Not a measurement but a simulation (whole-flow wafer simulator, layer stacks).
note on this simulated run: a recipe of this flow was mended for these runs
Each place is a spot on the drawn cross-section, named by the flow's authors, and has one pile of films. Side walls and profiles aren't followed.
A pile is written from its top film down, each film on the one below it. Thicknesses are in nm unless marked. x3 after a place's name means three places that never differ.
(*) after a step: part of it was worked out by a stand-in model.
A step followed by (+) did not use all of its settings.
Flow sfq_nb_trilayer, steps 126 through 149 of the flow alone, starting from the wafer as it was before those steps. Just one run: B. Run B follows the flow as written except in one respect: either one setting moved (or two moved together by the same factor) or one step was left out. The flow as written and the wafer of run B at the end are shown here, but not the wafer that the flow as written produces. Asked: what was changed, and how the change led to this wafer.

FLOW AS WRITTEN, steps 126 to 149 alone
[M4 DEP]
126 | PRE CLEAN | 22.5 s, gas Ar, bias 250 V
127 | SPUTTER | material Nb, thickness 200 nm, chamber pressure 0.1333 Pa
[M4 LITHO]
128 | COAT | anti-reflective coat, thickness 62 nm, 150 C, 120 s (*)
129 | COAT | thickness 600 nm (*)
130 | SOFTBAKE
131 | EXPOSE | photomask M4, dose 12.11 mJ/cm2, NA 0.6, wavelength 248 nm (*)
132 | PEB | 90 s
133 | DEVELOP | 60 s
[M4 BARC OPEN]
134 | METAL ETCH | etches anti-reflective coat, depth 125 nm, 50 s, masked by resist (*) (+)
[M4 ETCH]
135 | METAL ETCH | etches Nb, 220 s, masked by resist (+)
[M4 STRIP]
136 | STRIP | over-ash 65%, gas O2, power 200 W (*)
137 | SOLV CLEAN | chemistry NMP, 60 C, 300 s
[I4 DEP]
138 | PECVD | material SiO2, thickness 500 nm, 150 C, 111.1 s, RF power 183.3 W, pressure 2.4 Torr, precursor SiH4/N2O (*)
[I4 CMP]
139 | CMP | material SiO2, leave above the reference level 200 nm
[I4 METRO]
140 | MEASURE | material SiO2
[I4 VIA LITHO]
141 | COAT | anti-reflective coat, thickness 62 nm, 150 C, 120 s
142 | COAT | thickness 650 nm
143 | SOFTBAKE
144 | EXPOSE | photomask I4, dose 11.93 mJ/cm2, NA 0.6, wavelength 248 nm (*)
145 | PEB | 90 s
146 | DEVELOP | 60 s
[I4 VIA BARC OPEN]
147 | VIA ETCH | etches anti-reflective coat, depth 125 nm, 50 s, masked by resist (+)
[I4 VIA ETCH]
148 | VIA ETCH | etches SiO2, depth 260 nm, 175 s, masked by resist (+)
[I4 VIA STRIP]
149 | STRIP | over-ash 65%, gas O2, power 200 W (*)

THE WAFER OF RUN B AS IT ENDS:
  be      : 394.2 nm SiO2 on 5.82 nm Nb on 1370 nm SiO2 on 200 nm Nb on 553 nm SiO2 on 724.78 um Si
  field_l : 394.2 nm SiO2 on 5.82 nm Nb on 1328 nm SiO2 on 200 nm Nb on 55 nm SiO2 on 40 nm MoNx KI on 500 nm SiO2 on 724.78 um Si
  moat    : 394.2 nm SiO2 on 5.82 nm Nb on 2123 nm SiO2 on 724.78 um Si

The reason: step 135, METAL ETCH: 178 s was run, while the flow as written has 220 s.

The path from the change to this, step by step:
  135 | METAL ETCH | etches Nb, 220 s, masked by resist (+)
      field_l, be, be_sur and 64 more: -194.2 Nb (it would be, as written: -200 Nb (all of it), -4 SiO2)
      v_sur, via_wl, via_w and 36 more: -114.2 KrF-resist-other-grade (it would be, as written: -141.2 KrF-resist-other-grade)
  136 | STRIP | over-ash 65%, gas O2, power 200 W (*)
      p4_fl x5, p4_w1 x9, wl_j_sl x15: -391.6 KrF-resist-other-grade (all of it), -62 anti-reflective coat (all of it) (it would be, as written: -364.6 KrF-resist-other-grade (all of it), -62 anti-reflective coat (all of it))
      ln_m5, lsp_m: -391 KrF-resist-other-grade (all of it), -62.3 anti-reflective coat (all of it) (it would be, as written: -364 KrF-resist-other-grade (all of it), -62.3 anti-reflective coat (all of it))
      (as well as at 8 more places)
  138 | PECVD | material SiO2, thickness 500 nm, 150 C, 111.1 s, RF power 183.3 W, pressure 2.4 Torr, precursor SiH4/N2O (*)
      field_l, be, be_sur and 55 more: +500 SiO2 (new film) (it would be, as written: +500 SiO2)
      p3_s0 x6: +551.3 SiO2 (new film) (it would be, as written: +561.1 SiO2)
      (as well as at 3 more places)
  139 | CMP | material SiO2, leave above the reference level 200 nm
      field_l, be, be_sur and 55 more: -105.8 SiO2 (it would be, as written: -96 SiO2)
      lsp_r, l0_sur, l0v: -98 SiO2 (it would be, as written: -87.7 SiO2)
With metal films that touch counted as one body, be has 2 bodies (between them, from the top down: SiO2 1370); the flow as written gives 1 body.
With metal films that touch counted as one body, field_l has 3 bodies (between them, from the top down: SiO2 1328; SiO2 55); the flow as written gives 2 bodies (between them, from the top down: SiO2 55).
With metal films that touch counted as one body, moat has 1 body; the flow as written gives 0 bodies.
